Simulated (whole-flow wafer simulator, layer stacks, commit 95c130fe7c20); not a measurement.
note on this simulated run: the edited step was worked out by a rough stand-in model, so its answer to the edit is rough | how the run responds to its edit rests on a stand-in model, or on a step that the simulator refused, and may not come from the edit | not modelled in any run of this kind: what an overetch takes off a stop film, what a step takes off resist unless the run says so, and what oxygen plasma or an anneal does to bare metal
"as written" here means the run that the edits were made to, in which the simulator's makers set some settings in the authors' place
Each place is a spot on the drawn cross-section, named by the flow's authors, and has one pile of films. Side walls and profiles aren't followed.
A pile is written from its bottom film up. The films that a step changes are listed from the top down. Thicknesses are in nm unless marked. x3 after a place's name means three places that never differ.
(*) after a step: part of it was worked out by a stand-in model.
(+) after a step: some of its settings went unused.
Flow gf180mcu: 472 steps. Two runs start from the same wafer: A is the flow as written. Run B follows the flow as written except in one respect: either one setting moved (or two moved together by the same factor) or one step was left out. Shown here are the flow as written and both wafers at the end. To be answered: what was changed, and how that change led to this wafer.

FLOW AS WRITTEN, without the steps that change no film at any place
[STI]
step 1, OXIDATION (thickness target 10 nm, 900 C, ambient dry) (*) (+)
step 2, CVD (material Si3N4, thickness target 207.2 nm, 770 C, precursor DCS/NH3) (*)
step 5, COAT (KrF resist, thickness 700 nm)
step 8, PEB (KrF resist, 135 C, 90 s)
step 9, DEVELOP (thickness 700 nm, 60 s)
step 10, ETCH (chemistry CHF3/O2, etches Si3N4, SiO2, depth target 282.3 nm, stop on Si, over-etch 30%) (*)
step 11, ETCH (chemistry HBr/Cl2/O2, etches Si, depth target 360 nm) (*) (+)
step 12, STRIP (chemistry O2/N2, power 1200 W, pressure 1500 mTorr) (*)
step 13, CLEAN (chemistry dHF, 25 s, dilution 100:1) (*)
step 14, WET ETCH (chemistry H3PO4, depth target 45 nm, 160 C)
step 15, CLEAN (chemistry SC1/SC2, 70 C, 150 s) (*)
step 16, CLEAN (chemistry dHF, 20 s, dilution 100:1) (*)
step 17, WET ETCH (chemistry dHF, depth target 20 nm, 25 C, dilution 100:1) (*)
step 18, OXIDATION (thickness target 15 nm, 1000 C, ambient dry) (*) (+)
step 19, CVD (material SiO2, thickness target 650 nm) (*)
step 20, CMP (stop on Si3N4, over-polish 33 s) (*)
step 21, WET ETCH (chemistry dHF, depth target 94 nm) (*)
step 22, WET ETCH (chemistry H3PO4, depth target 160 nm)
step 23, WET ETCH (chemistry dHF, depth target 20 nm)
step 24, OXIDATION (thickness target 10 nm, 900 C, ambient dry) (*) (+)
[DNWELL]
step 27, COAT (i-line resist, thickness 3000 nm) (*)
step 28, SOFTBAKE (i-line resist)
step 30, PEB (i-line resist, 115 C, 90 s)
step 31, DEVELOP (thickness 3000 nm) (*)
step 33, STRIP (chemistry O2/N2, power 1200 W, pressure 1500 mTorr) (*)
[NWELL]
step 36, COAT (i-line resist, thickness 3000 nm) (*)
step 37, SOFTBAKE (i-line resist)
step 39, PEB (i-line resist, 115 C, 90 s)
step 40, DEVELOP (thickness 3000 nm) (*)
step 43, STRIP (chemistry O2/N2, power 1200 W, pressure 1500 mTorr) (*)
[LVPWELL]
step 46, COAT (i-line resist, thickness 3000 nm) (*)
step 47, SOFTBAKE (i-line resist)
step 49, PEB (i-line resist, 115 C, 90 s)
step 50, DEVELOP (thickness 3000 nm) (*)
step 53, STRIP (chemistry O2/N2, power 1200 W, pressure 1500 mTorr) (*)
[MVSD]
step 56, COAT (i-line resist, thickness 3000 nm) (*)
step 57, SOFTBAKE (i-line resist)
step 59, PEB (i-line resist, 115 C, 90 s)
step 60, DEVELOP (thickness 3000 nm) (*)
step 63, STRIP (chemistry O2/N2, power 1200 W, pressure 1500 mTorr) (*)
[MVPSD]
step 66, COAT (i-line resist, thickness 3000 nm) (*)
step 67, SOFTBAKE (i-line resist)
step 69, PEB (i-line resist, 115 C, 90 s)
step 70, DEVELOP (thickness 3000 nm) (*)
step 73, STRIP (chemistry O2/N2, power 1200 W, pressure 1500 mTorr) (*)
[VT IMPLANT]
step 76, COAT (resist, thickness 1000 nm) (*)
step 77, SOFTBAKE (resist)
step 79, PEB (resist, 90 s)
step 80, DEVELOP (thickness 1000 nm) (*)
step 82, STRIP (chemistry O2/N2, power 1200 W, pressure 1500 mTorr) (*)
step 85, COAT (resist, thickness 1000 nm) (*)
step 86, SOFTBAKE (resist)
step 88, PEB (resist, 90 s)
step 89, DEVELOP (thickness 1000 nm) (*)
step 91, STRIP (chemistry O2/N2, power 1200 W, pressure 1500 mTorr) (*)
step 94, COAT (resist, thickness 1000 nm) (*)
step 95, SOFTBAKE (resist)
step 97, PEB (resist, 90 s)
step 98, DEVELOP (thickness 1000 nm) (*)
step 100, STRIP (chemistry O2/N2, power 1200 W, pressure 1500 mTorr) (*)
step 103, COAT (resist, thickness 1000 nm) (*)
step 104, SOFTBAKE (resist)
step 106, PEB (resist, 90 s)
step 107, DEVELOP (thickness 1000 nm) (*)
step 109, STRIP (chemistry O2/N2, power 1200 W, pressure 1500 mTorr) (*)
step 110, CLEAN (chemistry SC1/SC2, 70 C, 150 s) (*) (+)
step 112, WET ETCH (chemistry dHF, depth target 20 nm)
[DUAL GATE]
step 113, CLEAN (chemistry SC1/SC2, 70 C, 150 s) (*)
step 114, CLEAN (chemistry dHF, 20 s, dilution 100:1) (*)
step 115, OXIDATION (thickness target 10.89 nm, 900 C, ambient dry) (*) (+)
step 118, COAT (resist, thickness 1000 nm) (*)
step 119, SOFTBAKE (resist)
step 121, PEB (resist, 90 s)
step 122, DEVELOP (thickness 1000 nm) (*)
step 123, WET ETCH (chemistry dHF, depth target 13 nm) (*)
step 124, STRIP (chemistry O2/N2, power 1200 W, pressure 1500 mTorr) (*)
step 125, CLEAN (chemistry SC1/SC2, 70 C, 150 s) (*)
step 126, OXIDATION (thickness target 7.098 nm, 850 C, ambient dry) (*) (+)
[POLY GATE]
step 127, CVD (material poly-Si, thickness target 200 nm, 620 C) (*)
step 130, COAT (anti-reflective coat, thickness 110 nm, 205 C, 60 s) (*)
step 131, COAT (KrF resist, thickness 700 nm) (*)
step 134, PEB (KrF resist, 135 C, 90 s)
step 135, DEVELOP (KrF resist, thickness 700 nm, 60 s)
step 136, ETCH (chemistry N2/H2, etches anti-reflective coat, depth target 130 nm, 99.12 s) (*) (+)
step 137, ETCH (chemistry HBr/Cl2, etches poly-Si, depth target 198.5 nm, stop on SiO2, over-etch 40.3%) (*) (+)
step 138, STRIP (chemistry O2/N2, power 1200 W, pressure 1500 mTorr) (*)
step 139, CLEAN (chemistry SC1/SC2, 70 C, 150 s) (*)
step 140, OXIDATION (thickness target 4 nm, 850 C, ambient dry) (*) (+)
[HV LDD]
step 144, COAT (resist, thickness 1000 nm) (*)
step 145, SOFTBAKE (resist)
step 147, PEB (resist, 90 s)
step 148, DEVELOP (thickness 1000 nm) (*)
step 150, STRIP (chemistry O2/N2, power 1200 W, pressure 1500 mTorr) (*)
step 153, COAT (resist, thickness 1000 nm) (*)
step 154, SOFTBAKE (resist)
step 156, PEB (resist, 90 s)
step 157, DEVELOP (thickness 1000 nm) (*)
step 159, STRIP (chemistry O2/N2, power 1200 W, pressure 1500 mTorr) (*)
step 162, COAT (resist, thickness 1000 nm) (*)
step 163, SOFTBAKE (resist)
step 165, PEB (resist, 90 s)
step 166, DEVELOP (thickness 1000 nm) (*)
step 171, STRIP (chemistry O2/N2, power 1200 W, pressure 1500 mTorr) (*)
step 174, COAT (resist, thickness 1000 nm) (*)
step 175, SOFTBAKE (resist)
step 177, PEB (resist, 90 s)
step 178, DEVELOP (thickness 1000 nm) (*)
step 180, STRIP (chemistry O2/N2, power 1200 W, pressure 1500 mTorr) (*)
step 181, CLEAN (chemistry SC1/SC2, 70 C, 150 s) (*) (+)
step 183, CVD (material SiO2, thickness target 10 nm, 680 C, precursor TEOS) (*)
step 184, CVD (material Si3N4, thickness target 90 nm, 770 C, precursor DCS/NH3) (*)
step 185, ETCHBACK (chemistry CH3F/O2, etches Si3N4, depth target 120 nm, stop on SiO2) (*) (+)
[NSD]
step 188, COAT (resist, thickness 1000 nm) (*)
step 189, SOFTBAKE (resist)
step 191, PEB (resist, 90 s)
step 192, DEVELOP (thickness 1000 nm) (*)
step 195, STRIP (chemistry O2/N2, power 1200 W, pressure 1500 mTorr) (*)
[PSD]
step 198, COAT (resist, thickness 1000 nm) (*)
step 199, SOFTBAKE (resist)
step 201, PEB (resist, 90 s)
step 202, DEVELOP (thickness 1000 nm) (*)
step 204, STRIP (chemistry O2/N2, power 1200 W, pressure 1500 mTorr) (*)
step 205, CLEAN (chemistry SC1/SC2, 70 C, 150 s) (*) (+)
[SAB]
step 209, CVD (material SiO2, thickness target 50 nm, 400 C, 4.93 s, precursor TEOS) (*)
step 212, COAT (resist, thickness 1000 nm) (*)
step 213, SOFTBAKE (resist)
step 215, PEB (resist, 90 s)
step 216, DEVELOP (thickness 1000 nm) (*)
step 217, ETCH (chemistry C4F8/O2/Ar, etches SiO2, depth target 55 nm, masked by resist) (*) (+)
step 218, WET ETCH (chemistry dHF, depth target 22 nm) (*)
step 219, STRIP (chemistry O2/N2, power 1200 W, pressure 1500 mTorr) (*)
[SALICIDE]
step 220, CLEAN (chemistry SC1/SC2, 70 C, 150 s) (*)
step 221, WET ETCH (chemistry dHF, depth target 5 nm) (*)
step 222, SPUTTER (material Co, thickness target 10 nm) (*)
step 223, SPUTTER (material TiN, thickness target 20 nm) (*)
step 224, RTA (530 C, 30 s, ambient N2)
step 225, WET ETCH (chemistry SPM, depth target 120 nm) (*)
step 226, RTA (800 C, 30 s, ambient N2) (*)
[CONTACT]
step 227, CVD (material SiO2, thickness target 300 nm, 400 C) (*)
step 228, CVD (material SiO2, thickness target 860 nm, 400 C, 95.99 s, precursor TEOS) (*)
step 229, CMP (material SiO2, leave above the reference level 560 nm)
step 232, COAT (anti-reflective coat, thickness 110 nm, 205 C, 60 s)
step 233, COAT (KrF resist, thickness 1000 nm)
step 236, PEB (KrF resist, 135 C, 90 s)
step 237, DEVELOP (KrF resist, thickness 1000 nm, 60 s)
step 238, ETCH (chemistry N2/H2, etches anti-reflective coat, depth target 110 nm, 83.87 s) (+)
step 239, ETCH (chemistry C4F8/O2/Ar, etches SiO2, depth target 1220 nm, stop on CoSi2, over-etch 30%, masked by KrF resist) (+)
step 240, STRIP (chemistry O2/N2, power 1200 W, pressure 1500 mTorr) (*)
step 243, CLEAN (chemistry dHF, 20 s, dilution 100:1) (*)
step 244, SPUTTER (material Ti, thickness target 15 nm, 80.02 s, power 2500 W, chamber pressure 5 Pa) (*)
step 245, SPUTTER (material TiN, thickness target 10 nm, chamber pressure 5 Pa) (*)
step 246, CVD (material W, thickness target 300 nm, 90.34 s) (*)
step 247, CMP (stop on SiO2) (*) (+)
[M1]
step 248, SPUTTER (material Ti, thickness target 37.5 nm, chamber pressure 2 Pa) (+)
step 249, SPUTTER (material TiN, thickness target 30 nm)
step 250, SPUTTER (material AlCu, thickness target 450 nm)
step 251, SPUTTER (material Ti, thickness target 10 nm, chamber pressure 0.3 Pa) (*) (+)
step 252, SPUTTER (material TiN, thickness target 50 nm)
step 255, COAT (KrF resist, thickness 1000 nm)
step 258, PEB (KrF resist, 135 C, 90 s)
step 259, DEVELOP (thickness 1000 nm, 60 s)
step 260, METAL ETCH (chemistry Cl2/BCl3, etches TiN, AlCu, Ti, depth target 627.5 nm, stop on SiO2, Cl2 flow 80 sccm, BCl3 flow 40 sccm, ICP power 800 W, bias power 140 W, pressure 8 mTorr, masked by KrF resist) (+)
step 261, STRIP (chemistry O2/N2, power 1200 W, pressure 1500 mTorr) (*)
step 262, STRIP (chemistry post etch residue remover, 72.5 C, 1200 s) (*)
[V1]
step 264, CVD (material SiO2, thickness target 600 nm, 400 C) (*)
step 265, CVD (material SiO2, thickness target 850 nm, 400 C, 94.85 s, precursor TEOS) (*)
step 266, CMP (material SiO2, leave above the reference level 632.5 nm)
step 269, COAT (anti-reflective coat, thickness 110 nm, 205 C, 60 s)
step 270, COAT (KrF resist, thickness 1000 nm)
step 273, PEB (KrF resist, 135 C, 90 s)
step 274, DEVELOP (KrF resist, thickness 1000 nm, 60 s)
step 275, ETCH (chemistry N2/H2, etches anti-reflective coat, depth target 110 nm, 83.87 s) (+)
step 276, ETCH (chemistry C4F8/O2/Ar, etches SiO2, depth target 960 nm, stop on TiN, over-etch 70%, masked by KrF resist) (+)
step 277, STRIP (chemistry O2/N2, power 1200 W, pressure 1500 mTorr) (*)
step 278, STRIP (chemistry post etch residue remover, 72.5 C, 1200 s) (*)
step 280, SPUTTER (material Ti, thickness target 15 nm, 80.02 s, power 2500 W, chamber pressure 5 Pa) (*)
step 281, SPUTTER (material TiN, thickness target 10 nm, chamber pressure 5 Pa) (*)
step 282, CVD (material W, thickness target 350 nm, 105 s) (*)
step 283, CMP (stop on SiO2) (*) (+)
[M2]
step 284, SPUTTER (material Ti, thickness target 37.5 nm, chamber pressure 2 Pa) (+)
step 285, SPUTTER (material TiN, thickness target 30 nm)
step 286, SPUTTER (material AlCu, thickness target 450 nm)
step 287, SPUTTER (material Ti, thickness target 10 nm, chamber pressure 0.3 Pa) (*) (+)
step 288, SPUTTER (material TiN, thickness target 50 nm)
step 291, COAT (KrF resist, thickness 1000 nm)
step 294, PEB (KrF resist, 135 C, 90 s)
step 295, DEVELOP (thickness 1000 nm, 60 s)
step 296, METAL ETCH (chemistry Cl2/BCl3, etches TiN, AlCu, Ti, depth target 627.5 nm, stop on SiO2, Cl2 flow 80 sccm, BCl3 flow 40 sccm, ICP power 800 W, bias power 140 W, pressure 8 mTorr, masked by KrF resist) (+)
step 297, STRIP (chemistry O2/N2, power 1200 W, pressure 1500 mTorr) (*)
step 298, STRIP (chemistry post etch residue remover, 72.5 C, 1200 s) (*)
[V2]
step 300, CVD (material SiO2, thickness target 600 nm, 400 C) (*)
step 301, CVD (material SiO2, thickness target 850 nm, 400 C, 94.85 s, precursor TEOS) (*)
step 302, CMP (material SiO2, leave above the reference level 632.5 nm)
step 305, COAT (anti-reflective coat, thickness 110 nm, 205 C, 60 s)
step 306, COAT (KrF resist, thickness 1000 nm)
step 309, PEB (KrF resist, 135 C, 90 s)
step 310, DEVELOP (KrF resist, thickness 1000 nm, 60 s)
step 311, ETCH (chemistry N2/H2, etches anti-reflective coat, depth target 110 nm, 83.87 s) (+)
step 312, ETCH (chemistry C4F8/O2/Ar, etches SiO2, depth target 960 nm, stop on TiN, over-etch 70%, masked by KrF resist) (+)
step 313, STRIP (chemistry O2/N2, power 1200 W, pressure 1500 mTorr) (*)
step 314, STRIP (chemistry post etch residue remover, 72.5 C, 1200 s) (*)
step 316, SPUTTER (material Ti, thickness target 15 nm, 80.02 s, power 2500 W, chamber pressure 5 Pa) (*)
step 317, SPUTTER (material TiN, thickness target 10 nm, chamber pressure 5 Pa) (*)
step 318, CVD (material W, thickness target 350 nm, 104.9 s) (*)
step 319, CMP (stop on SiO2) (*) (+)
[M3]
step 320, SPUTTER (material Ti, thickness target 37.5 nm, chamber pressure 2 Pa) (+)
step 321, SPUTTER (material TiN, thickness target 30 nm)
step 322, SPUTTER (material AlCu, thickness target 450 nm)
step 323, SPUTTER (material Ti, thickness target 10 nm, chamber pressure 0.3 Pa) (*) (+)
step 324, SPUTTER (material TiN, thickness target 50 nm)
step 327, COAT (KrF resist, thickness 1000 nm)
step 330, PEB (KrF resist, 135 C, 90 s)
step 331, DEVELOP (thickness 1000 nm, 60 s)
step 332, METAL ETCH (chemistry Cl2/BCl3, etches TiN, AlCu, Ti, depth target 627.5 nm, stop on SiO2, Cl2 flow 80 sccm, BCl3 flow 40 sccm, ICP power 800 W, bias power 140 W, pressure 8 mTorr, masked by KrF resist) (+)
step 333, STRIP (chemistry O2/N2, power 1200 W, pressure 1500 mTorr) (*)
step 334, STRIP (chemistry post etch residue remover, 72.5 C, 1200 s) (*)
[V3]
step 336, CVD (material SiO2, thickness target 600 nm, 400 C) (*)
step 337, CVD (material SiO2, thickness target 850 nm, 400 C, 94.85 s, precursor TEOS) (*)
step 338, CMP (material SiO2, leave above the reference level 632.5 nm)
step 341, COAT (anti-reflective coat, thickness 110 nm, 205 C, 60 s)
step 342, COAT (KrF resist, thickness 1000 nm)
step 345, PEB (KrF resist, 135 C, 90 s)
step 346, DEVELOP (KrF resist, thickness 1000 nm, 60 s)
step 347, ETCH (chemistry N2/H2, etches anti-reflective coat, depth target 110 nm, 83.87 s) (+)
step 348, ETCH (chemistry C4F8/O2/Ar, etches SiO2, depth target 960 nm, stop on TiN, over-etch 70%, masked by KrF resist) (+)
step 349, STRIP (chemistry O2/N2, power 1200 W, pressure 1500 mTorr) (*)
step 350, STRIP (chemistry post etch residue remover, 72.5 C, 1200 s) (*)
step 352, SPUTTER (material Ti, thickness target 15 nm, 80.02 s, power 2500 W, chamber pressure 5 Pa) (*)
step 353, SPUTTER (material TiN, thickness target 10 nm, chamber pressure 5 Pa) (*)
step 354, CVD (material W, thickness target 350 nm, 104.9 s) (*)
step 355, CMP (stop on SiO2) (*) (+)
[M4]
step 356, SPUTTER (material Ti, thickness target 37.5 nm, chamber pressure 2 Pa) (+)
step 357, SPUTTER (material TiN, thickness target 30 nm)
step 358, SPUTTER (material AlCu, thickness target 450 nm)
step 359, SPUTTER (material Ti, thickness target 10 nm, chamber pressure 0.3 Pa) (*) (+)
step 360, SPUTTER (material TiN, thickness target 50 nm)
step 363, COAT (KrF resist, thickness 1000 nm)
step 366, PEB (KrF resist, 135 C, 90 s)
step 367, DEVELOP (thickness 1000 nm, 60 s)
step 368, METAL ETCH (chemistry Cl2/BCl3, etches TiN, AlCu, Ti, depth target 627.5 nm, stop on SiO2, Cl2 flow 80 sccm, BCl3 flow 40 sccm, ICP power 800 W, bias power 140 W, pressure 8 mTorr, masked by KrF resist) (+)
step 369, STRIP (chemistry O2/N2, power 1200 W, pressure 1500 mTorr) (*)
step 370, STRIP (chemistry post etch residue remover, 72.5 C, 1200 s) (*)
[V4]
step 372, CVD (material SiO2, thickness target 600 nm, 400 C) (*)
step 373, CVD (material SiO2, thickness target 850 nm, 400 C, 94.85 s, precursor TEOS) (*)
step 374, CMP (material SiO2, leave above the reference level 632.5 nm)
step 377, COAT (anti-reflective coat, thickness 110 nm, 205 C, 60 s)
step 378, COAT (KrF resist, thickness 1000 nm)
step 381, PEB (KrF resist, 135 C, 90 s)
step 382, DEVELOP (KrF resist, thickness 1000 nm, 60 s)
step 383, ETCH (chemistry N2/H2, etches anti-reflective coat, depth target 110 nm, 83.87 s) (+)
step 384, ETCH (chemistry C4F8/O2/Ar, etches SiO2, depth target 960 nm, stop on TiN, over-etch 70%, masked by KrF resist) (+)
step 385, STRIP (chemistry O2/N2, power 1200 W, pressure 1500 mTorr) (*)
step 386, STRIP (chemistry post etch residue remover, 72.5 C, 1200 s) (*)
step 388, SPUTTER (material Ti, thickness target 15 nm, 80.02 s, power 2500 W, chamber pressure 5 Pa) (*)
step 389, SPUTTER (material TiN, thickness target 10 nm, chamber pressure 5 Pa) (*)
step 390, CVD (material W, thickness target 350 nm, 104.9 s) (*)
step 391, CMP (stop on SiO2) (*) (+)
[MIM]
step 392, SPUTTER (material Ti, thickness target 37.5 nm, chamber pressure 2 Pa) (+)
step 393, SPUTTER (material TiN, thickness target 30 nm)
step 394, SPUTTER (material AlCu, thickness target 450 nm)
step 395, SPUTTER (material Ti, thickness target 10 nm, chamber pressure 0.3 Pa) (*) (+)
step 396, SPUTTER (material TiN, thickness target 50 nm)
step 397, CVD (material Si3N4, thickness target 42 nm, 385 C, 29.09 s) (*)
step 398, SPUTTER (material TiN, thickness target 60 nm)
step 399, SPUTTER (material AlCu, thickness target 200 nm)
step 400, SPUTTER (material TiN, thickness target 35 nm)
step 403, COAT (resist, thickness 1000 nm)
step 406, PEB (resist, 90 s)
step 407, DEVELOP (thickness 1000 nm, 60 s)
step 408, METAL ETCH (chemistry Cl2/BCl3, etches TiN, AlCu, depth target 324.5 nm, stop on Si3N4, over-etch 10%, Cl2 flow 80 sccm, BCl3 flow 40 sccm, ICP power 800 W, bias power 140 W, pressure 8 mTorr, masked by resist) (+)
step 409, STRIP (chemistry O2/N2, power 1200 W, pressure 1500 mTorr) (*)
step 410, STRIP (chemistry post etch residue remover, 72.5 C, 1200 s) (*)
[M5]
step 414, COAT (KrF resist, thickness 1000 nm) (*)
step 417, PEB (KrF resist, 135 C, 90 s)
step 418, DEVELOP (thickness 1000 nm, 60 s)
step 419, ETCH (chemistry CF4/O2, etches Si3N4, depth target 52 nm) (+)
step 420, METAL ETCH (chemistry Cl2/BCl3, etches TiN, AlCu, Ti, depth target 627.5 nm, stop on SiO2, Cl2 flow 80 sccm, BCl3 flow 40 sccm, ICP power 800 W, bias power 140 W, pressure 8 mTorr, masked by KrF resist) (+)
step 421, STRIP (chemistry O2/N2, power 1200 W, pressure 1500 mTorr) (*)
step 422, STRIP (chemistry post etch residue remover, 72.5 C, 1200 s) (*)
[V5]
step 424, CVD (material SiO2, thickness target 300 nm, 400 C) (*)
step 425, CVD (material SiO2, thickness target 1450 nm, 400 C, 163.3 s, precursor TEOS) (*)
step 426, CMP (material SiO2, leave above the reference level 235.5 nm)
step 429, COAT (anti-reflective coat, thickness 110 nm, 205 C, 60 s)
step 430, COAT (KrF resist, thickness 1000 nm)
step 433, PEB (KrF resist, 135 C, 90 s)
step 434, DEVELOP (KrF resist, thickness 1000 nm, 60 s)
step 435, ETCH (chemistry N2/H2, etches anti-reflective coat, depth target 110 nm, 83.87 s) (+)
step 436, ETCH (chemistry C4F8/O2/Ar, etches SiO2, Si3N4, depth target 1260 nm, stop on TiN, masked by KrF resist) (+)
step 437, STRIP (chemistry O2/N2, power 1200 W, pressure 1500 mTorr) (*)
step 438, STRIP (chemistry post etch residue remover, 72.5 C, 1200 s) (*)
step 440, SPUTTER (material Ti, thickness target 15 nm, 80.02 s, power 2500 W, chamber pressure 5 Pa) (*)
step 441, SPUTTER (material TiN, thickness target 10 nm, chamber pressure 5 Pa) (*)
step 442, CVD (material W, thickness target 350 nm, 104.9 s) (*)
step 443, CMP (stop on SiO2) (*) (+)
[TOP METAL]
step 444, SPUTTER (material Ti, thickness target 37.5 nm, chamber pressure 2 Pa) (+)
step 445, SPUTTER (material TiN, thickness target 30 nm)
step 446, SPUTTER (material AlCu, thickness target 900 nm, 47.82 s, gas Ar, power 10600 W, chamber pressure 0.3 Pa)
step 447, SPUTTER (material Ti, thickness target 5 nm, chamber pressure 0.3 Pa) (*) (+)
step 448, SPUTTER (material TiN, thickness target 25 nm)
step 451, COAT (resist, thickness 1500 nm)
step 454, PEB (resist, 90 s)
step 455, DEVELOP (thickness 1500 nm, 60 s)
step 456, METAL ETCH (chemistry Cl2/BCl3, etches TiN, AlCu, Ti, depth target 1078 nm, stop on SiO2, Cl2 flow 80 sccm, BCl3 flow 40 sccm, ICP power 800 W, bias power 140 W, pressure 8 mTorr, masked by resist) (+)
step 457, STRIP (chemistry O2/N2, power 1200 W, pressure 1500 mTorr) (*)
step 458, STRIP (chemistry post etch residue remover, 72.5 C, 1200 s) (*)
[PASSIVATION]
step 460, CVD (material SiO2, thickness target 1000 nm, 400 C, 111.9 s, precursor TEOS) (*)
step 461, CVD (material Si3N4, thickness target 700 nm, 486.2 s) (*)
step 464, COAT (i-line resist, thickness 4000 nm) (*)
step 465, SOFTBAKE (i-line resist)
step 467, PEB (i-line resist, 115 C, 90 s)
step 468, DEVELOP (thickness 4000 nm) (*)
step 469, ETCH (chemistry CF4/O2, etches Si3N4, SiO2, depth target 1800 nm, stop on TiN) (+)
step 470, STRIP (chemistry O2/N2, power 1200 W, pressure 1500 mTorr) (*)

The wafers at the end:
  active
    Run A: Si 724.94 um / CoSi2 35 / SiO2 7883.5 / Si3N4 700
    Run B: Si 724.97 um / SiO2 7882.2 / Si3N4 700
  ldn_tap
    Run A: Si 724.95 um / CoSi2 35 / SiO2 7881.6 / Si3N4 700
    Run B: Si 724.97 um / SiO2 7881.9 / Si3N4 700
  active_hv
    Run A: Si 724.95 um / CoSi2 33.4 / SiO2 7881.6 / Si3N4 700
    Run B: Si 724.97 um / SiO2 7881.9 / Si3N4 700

What caused this: step 115, OXIDATION: 1020 C was run, whereas the flow has 900 C.

The path from the change to this, step by step:
  step 115, OXIDATION (thickness target 10.89 nm, 900 C, ambient dry) (*) (+)
      active, n_well, p_well and 40 more: A SiO2 gains 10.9 (new film), Si loses 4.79 | B SiO2 gains 34.2 (new film), Si loses 15.1
      sti, mim_1p0, pad and 19 more: A SiO2 gains 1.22, Si loses 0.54 | B SiO2 gains 5.39, Si loses 2.37
      (and at 27 other places as well)
  step 123, WET ETCH (chemistry dHF, depth target 13 nm) (*)
      active, n_well, p_well and 12 more: A SiO2 loses 10.9 (all of it) | B SiO2 loses 13
  step 124, STRIP (chemistry O2/N2, power 1200 W, pressure 1500 mTorr) (*)
      active, n_well, p_well and 12 more: A chemical SiO2 gains 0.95 (new film), Si loses 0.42 | B nothing
  step 126, OXIDATION (thickness target 7.098 nm, 850 C, ambient dry) (*) (+)
      active, n_well, p_well and 12 more: A SiO2 gains 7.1 (new film), chemical SiO2 loses 0.76 (all of it), Si loses 2.79 | B SiO2 gains 3.48, Si loses 1.53
      gate_hv, active_hv, active_nat and 25 more: A SiO2 gains 3.72, Si loses 1.64 | B SiO2 gains 2.88, Si loses 1.27
  step 130, COAT (anti-reflective coat, thickness 110 nm, 205 C, 60 s) (*)
      p_well, spacer, sd_n: A anti-reflective coat gains 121 (new film) | B anti-reflective coat gains 114.8 (new film)
      field__w1: A anti-reflective coat gains 99.6 (new film) | B anti-reflective coat gains 104.9 (new film)
      (and at 63 other places as well)
  step 136, ETCH (chemistry N2/H2, etches anti-reflective coat, depth target 130 nm, 99.12 s) (*) (+)
      p_well, spacer, sd_n: A anti-reflective coat loses 121 (all of it), poly-Si loses 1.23 | B anti-reflective coat loses 114.8 (all of it), poly-Si loses 1.39
      field__w1: A anti-reflective coat loses 99.6 (all of it), poly-Si loses 1.78 | B anti-reflective coat loses 104.9 (all of it), poly-Si loses 1.64
      (and at 45 other places as well)
  step 138, STRIP (chemistry O2/N2, power 1200 W, pressure 1500 mTorr) (*)
      gate_hv: A chemical SiO2 gains 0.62 (new film), KrF resist loses 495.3 (all of it), anti-reflective coat loses 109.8 (all of it), poly-Si loses 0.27 | B chemical SiO2 gains 0.62 (new film), KrF resist loses 493.5 (all of it), anti-reflective coat loses 106.8 (all of it), poly-Si loses 0.27
      ld_gate_n: A chemical SiO2 gains 0.62 (new film), KrF resist loses 494.2 (all of it), anti-reflective coat loses 113.1 (all of it), poly-Si loses 0.27 | B chemical SiO2 gains 0.62 (new film), KrF resist loses 493.2 (all of it), anti-reflective coat loses 110 (all of it), poly-Si loses 0.27
      (and at 16 other places as well)
  step 145, SOFTBAKE (resist)
      nw_enc_fld_lv__w3: A resist gains 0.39 | B resist loses 0.33
  step 154, SOFTBAKE (resist)
      nw_enc_fld_lv__w3: A resist gains 0.39 | B resist loses 0.33
  step 163, SOFTBAKE (resist)
      nw_enc_fld_lv__w3: A resist gains 0.39 | B resist loses 0.33
  step 175, SOFTBAKE (resist)
      nw_enc_fld_lv__w3: A resist gains 0.39 | B resist loses 0.33
  step 189, SOFTBAKE (resist)
      active_hv: A resist gains 0.78 | B resist gains 0.14
  step 199, SOFTBAKE (resist)
      active_hv: A resist gains 0.78 | B resist gains 0.14
  step 218, WET ETCH (chemistry dHF, depth target 22 nm) (*)
      ldn_tap, ldn_src, ldn_drn, ldp_tap, ldp_src, ldp_drn, ldp_gr: A SiO2 loses 16 (all of it) | B SiO2 loses 22.5
      active, sd_n, iso_ptap_pw, iso_ntap_nw, iso_ptap_sub, vpnp_e: A SiO2 loses 9.01 (all of it) | B SiO2 loses 22.6
      (and at 10 other places as well)
  step 219, STRIP (chemistry O2/N2, power 1200 W, pressure 1500 mTorr) (*)
      active, p_well, sd_n and 20 more: A chemical SiO2 gains 0.95 (new film), Si loses 0.42 | B nothing
  step 221, WET ETCH (chemistry dHF, depth target 5 nm) (*)
      active_hv, active_nat, ld_sd_n and 14 more: A chemical SiO2 loses 0.76 (all of it) | B SiO2 loses 2.51
      active, sd_n, iso_ntap_nw: A chemical SiO2 loses 0.76 (all of it) | B SiO2 loses 2.52
      (and at 3 other places as well)
  ... another 5 steps ...
  step 229, CMP (material SiO2, leave above the reference level 560 nm)
      gate_hv, gate_nat, ld_gate_n and 11 more: A SiO2 loses 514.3 | B SiO2 loses 534.5
      ldn_sep__w1, ldn_sep__w2, ldn_dft and 8 more: A SiO2 loses 311.1 | B SiO2 loses 321.1
      (and at 65 other places as well)
If metal films that touch count as one body, active has 0 bodies; the flow as written gives 1 body.
If metal films that touch count as one body, ldn_tap has 0 bodies; the flow as written gives 1 body.
If metal films that touch count as one body, active_hv has 0 bodies; the flow as written gives 1 body.
